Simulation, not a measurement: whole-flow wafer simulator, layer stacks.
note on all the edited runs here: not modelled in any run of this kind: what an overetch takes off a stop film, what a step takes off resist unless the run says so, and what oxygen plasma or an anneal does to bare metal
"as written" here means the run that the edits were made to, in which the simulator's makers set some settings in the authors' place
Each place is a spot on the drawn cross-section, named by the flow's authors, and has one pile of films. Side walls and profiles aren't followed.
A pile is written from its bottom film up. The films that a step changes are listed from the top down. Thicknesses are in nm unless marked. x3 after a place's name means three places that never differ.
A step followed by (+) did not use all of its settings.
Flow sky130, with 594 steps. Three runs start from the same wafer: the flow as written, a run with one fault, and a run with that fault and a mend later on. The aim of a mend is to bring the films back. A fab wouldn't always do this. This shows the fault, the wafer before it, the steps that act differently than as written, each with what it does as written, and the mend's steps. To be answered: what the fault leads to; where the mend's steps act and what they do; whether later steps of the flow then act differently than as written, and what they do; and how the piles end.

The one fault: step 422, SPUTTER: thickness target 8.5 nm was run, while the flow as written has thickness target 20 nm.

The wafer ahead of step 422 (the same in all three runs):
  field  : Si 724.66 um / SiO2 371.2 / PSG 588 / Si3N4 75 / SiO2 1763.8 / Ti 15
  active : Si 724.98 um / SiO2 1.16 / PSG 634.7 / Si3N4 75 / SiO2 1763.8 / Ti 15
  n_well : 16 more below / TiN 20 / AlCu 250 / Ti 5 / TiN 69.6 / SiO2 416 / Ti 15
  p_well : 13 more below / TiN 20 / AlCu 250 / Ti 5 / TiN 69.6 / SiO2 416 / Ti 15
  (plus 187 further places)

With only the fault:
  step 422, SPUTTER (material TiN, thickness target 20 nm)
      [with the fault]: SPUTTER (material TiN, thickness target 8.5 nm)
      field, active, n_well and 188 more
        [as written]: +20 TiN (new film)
        [with the fault]: +8.5 TiN (new film)
  Later steps of the flow acting differently than as written (6 more steps, not shown, differ only slightly: by at most 2% or 0.5 nm, whichever is larger):
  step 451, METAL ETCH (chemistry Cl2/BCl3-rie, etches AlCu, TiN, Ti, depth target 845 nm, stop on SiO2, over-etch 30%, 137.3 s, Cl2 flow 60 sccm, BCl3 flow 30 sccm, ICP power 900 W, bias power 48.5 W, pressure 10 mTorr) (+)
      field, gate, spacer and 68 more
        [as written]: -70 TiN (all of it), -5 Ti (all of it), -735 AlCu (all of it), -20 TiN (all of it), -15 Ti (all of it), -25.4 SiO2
        [with the fault]: -70 TiN (all of it), -5 Ti (all of it), -735 AlCu (all of it), -8.5 TiN (all of it), -15 Ti (all of it), -26.5 SiO2
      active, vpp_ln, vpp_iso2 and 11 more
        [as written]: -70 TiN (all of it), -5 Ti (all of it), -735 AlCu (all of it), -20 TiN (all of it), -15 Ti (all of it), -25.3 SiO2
        [with the fault]: -70 TiN (all of it), -5 Ti (all of it), -735 AlCu (all of it), -8.5 TiN (all of it), -15 Ti (all of it), -26.5 SiO2
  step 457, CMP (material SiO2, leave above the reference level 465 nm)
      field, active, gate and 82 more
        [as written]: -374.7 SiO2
        [with the fault]: -385 SiO2
  At n_well, p_well, gate_hv and 104 more, the piles at the end differ from the flow's by more than 2% or 0.5 nm, whichever is larger.
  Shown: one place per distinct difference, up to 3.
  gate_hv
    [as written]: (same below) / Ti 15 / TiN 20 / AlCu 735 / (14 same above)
    [with the fault]: (same below) / Ti 15 / TiN 8.5 / AlCu 735 / (14 same above)
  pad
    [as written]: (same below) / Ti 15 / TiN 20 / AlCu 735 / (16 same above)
    [with the fault]: (same below) / Ti 15 / TiN 8.5 / AlCu 735 / (16 same above)
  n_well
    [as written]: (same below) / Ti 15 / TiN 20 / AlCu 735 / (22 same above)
    [with the fault]: (same below) / Ti 15 / TiN 8.5 / AlCu 735 / (22 same above)

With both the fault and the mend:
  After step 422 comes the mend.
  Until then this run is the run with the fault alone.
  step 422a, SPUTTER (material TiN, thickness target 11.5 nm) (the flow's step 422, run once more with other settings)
      field, active, n_well and 188 more
        +11.5 TiN
  Later steps of the flow that are run all act as written at every place that is followed.
  At every place that both follow, the piles at the end match the flow's.
